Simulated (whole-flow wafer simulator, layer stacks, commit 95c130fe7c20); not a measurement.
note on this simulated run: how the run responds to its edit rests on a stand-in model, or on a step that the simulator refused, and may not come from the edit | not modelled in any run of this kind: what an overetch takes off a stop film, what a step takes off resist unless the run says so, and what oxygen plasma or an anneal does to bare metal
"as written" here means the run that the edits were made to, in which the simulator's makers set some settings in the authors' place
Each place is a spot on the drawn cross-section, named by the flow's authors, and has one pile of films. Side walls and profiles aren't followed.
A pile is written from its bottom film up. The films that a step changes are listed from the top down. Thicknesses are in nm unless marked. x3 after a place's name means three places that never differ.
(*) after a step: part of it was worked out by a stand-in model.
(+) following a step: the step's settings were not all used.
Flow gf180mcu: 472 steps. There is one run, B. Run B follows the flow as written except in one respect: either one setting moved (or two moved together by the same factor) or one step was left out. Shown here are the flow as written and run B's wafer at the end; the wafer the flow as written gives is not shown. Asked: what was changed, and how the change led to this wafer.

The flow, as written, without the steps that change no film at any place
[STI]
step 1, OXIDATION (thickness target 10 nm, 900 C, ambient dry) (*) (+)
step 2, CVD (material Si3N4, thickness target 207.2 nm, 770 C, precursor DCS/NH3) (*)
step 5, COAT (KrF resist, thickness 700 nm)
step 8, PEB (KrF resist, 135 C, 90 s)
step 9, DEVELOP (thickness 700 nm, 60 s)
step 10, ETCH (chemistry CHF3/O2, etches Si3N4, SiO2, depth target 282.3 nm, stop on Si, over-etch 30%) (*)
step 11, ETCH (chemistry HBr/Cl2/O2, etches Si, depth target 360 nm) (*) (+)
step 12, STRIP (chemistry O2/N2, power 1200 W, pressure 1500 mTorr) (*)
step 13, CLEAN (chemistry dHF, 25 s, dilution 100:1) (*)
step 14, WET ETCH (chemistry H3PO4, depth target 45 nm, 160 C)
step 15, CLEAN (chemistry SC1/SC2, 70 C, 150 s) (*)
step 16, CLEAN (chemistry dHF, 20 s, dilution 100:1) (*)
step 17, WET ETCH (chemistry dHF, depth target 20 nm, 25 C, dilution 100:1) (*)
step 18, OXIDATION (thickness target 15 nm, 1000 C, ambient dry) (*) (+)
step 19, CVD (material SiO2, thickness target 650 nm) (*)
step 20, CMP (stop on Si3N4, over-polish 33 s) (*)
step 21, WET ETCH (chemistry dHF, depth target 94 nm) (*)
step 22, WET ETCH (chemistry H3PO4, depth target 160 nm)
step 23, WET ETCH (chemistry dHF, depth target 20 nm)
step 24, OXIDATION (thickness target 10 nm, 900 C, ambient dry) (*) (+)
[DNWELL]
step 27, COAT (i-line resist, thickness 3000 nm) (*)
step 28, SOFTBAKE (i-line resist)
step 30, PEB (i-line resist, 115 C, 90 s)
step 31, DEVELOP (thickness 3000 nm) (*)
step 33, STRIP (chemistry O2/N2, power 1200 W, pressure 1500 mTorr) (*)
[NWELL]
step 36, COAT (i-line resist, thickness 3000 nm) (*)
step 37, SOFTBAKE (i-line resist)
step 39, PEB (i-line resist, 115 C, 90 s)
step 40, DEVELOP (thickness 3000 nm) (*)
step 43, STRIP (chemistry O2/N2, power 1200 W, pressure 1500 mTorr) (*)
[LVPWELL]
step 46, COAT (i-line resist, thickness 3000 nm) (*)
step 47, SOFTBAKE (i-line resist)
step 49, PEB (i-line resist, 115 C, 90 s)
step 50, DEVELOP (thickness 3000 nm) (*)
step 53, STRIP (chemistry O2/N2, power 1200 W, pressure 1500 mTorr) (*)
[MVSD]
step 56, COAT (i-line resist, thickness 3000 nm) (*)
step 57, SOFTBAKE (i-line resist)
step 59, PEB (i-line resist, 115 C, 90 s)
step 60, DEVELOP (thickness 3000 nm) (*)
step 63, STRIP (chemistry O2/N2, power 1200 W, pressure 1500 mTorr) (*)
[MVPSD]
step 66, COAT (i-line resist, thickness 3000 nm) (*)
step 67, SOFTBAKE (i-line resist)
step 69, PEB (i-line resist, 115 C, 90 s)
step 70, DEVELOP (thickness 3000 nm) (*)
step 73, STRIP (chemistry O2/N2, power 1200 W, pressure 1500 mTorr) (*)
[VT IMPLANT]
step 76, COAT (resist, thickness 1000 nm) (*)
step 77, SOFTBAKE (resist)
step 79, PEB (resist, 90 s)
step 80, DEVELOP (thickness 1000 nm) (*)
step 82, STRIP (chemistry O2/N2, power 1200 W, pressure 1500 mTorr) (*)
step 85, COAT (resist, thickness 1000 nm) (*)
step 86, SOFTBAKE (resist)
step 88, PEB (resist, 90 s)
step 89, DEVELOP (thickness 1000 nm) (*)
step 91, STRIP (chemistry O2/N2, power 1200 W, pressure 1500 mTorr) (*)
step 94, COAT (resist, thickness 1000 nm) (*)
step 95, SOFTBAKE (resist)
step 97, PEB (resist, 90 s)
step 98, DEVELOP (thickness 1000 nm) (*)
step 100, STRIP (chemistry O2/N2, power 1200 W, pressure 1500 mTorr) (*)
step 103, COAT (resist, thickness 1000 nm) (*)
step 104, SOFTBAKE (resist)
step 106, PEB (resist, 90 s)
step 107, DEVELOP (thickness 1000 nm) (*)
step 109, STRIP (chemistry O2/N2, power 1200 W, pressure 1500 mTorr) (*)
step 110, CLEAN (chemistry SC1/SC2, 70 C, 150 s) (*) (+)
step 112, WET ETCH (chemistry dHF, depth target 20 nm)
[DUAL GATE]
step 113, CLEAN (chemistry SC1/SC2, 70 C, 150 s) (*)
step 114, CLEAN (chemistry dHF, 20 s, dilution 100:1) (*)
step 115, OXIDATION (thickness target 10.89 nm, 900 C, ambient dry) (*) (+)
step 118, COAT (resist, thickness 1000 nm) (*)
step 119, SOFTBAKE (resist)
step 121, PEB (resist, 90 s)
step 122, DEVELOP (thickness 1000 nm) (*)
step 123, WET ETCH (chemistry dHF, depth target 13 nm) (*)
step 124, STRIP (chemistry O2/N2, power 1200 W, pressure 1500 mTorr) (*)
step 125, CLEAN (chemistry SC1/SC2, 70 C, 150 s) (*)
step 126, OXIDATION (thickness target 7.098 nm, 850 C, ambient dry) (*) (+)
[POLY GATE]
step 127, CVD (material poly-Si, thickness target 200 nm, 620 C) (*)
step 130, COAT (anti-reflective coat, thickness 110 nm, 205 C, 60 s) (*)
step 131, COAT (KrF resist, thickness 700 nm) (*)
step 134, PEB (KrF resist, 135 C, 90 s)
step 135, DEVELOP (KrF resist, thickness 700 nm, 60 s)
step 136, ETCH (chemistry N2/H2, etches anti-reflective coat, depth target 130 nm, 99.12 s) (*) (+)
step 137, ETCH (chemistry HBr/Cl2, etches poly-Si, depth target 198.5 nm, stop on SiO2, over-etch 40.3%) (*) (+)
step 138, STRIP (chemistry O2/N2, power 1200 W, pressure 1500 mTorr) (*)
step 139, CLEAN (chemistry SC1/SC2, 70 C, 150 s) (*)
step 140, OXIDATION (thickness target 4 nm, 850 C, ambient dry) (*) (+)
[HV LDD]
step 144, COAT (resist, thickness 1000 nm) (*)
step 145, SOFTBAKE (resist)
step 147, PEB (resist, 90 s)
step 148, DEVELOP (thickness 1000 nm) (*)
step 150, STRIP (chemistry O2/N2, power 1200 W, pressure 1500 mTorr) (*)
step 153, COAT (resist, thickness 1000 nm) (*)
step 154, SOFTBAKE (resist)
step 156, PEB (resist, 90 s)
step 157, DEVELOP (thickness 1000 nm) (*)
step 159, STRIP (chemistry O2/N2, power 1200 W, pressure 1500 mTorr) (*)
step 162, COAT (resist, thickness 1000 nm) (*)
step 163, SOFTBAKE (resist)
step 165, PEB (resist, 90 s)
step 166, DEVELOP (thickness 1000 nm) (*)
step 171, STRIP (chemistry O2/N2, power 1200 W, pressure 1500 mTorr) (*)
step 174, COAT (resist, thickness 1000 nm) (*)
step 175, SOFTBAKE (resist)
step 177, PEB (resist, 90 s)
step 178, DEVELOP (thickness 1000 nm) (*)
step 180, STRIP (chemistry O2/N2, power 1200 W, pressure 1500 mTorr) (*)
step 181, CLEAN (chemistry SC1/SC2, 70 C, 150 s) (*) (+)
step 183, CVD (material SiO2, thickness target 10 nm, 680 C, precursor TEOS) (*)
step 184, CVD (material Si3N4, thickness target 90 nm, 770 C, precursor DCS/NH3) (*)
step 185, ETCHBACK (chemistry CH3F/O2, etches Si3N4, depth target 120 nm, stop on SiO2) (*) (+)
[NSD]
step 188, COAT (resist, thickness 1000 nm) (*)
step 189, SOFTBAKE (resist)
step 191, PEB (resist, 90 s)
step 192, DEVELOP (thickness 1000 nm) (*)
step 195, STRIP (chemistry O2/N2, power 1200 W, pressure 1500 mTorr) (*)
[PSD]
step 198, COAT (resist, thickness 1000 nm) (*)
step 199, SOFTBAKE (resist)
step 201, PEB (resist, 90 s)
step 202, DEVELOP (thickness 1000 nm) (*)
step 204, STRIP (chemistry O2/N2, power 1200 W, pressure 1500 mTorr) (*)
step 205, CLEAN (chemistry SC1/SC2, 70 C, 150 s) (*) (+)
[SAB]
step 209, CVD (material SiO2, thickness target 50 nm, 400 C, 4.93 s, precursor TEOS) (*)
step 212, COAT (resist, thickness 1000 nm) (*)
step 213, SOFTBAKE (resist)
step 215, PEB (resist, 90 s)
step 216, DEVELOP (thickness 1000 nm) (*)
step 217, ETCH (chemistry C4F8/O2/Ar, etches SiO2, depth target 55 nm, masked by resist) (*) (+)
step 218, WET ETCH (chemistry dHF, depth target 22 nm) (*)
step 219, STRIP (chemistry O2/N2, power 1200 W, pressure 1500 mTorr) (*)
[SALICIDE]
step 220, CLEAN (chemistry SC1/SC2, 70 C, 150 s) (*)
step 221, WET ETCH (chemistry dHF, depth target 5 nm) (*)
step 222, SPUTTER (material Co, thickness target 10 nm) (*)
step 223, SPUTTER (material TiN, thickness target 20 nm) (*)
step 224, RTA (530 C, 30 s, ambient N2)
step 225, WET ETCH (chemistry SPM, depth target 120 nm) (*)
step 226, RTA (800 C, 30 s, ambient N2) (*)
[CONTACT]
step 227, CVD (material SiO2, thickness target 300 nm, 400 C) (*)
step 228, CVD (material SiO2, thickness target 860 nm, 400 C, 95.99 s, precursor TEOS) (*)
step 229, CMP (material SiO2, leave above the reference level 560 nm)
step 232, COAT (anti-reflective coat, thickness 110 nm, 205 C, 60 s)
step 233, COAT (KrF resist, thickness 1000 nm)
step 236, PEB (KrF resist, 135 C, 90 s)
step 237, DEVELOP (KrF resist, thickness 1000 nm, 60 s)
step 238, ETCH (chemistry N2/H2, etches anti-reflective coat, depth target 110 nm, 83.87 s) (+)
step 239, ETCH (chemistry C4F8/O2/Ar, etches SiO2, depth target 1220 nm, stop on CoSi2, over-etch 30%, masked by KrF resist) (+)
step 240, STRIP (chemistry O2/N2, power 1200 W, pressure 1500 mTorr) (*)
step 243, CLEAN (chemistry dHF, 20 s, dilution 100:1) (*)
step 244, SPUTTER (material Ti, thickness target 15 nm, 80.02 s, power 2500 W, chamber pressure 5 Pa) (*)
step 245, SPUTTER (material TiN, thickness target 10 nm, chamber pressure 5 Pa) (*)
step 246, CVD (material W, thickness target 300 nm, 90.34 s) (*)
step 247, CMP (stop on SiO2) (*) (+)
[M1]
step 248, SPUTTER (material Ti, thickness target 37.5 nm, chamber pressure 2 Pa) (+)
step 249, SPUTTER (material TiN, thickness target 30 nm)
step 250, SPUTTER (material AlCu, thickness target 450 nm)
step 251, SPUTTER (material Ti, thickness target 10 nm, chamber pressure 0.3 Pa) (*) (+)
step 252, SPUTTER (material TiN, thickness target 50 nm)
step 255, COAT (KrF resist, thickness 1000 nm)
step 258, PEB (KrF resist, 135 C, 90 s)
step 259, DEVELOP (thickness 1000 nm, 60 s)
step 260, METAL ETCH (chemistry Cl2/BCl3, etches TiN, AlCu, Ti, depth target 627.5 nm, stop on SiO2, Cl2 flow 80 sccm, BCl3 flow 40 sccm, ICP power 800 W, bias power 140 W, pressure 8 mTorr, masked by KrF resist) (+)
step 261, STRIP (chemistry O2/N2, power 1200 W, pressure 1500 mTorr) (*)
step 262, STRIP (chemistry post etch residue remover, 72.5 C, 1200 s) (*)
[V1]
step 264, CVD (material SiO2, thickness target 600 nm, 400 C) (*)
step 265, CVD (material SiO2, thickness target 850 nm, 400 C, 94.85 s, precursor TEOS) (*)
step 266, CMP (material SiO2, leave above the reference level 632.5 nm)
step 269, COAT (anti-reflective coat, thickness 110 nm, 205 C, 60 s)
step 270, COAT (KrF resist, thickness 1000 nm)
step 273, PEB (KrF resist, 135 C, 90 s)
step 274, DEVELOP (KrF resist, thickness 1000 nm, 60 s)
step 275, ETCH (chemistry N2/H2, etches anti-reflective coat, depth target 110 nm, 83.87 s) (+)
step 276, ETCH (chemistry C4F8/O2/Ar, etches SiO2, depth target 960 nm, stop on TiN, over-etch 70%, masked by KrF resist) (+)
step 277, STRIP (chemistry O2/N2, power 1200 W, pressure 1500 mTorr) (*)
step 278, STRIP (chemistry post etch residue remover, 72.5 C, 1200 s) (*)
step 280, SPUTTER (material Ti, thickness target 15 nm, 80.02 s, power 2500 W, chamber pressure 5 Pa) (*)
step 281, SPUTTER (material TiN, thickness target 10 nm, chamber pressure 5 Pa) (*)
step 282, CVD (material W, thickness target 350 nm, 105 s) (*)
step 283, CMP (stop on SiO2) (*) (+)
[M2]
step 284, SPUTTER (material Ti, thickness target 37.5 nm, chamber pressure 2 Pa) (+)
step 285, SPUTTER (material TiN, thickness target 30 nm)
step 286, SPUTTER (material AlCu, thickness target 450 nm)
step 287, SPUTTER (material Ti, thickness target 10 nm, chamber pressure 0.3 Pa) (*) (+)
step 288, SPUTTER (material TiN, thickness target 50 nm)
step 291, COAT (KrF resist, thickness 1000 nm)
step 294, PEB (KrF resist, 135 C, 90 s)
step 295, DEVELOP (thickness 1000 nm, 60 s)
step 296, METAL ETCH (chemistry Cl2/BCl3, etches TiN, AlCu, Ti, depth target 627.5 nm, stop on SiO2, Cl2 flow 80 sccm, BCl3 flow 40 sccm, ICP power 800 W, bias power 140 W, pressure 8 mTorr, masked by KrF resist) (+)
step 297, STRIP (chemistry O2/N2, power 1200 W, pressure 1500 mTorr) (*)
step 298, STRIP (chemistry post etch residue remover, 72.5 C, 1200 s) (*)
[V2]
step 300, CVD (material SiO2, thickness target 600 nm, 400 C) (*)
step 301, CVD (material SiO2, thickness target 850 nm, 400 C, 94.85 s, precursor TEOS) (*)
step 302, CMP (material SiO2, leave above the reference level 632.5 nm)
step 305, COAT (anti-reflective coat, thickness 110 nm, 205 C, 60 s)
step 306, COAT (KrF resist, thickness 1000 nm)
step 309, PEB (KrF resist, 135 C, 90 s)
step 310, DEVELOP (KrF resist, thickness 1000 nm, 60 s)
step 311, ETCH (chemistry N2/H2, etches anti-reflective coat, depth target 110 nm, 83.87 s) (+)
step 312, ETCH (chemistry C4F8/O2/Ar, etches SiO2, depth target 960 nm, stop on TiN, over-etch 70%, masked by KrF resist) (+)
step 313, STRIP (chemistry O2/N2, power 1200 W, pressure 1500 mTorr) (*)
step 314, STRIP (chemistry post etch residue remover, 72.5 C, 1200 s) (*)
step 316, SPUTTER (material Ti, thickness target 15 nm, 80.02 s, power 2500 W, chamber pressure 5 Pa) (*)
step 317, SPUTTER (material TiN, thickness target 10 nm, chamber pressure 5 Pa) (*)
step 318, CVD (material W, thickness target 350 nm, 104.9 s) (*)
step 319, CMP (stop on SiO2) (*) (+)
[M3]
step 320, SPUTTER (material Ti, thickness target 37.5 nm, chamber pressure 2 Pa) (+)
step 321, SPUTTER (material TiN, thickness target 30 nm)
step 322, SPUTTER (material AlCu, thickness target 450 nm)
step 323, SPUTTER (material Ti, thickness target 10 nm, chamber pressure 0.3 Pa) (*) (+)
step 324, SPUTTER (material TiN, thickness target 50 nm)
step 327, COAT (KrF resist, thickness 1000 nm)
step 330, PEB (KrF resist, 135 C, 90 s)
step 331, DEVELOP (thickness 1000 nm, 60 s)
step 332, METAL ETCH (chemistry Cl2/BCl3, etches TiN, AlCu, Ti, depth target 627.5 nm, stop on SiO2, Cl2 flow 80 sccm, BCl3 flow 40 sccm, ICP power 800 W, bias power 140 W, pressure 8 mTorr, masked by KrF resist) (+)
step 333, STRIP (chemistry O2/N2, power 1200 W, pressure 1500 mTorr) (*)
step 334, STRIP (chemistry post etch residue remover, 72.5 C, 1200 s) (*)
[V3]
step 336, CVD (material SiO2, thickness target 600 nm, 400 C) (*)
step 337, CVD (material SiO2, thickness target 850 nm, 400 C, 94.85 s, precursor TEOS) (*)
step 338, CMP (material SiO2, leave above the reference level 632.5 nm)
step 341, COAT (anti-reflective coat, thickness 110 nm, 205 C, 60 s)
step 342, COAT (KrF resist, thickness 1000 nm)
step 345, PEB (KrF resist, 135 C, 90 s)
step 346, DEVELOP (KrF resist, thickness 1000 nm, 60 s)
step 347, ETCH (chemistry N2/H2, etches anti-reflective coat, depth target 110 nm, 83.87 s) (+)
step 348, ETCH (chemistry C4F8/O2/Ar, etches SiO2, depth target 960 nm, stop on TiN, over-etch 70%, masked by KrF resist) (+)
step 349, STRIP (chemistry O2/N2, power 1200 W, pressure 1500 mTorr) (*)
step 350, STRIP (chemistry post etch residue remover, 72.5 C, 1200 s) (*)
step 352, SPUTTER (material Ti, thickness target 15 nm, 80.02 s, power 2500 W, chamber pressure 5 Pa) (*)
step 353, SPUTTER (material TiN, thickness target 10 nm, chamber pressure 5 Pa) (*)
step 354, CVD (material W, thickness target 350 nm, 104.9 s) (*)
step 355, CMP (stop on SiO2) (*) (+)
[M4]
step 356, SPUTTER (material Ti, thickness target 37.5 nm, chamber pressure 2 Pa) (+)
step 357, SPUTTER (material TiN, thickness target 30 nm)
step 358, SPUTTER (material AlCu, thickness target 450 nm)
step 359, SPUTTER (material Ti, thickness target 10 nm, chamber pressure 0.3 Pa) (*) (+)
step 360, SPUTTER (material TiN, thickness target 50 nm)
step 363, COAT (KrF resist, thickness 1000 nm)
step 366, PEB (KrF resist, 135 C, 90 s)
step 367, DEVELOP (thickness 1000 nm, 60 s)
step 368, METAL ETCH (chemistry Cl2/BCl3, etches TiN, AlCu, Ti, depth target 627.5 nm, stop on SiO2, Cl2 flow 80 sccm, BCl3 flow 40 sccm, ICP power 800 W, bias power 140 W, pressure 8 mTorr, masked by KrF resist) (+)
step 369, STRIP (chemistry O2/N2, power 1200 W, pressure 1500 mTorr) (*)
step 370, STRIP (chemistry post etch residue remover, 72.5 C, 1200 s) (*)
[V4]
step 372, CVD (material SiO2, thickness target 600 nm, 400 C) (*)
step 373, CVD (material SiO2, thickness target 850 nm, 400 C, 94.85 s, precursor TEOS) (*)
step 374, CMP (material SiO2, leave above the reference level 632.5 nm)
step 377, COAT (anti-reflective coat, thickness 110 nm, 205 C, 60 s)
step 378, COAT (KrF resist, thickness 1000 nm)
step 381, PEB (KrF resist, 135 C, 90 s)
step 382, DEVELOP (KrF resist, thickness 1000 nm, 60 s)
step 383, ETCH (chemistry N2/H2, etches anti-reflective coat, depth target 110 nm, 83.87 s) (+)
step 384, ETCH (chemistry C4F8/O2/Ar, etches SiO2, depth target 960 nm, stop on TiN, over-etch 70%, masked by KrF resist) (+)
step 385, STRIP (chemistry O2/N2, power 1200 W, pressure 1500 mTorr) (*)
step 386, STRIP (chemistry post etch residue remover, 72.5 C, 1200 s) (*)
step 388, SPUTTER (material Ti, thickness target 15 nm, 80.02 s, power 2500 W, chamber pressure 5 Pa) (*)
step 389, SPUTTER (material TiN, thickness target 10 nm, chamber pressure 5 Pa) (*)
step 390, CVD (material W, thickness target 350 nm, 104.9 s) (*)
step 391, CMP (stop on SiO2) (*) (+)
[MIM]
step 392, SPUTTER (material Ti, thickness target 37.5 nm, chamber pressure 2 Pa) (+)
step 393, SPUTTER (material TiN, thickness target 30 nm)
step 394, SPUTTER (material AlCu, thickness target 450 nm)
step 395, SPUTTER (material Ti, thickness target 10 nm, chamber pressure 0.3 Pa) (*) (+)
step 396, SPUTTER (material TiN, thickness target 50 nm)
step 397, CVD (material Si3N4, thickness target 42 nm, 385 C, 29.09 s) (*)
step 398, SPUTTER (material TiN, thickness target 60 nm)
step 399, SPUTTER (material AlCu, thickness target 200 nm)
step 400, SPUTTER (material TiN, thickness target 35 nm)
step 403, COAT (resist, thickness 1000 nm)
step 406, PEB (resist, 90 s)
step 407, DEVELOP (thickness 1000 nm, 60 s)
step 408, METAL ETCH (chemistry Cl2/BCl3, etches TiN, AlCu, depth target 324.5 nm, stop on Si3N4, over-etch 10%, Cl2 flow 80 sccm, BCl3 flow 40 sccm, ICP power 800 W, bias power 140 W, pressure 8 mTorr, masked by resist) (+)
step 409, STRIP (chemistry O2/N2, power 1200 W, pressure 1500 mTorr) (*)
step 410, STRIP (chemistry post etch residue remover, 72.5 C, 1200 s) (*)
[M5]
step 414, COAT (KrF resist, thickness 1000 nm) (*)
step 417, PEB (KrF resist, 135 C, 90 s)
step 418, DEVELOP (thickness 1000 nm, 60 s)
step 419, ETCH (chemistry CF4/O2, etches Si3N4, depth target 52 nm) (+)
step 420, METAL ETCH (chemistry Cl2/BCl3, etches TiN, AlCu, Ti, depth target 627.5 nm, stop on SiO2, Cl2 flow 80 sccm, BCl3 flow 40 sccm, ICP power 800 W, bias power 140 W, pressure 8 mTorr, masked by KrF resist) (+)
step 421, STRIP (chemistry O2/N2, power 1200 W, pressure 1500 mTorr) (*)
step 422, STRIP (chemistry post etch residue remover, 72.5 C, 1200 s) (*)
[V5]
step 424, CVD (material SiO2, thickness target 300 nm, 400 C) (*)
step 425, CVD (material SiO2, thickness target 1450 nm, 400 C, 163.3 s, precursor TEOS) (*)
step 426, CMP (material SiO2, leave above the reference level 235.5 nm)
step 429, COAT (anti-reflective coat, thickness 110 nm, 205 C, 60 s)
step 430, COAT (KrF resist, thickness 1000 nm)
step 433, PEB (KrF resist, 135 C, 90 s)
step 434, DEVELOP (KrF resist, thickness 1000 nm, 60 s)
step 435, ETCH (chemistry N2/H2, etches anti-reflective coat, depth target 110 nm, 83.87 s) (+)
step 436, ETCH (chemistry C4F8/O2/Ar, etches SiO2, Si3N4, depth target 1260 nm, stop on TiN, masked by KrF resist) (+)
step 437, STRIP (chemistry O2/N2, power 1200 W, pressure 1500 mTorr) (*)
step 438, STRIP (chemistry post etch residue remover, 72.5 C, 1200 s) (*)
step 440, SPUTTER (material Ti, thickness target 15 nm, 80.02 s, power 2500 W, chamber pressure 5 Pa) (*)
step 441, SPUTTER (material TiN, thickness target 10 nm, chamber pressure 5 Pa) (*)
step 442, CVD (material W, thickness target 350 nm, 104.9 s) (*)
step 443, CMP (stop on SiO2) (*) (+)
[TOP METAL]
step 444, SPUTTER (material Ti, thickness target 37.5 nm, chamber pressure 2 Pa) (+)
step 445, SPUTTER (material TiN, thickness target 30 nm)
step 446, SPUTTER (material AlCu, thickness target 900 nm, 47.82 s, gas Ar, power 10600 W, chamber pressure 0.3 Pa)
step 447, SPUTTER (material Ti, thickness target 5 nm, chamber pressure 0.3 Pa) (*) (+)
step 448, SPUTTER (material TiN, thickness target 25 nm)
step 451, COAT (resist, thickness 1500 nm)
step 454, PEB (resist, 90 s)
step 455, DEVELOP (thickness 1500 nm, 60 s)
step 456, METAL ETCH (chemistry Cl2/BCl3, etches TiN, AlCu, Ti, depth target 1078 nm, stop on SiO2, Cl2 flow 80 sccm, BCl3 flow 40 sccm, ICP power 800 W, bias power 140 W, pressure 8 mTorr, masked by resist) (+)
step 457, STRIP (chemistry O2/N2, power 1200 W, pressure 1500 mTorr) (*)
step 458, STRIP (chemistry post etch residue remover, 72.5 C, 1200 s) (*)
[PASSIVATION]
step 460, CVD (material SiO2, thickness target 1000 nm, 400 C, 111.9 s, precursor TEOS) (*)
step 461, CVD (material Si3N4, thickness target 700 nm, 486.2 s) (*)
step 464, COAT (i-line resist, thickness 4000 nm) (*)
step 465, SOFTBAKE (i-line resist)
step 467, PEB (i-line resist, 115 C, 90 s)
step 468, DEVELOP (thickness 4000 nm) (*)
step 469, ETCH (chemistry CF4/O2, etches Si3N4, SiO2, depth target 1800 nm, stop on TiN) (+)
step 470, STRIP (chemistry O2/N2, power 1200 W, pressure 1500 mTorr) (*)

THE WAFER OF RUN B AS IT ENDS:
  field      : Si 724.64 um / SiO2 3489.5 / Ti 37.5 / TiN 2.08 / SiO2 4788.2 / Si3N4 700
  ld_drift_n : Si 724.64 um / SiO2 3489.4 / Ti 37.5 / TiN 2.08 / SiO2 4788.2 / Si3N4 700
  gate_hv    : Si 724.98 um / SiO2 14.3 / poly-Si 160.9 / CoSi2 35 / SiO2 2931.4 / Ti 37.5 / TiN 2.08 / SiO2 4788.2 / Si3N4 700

Cause: step 322, SPUTTER: thickness target 540 nm was run, though the flow has thickness target 450 nm.

The path from the change to this, step by step:
  step 322, SPUTTER (material AlCu, thickness target 450 nm)
      field, field__w1, field__w2 and 108 more: AlCu gains 540 (new film) (as written it would have been: AlCu gains 450 (new film))
  step 332, METAL ETCH (chemistry Cl2/BCl3, etches TiN, AlCu, Ti, depth target 627.5 nm, stop on SiO2, Cl2 flow 80 sccm, BCl3 flow 40 sccm, ICP power 800 W, bias power 140 W, pressure 8 mTorr, masked by KrF resist) (+)
      field, field__w1, field__w2 and 103 more: TiN loses 50 (all of it), Ti loses 10 (all of it), AlCu loses 540 (all of it), TiN loses 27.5 (as written it would have been: TiN loses 50 (all of it), Ti loses 10 (all of it), AlCu loses 450 (all of it), TiN loses 30 (all of it), Ti loses 37.5 (all of it))
  step 336, CVD (material SiO2, thickness target 600 nm, 400 C) (*)
      field, field__w1, field__w2 and 103 more: SiO2 gains 600 (new film) (as written it would have been: SiO2 gains 600)
  step 338, CMP (material SiO2, leave above the reference level 632.5 nm)
      field, field__w1, field__w2 and 103 more: SiO2 loses 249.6 (as written it would have been: SiO2 loses 300)
With metal films that touch counted as one body, field has 1 body; the flow as written gives 0 bodies.
With metal films that touch counted as one body, ld_drift_n has 1 body; the flow as written gives 0 bodies.
With metal films that touch counted as one body, gate_hv has 2 bodies (between them, from the top down: SiO2 2931.4); the flow as written gives 1 body.
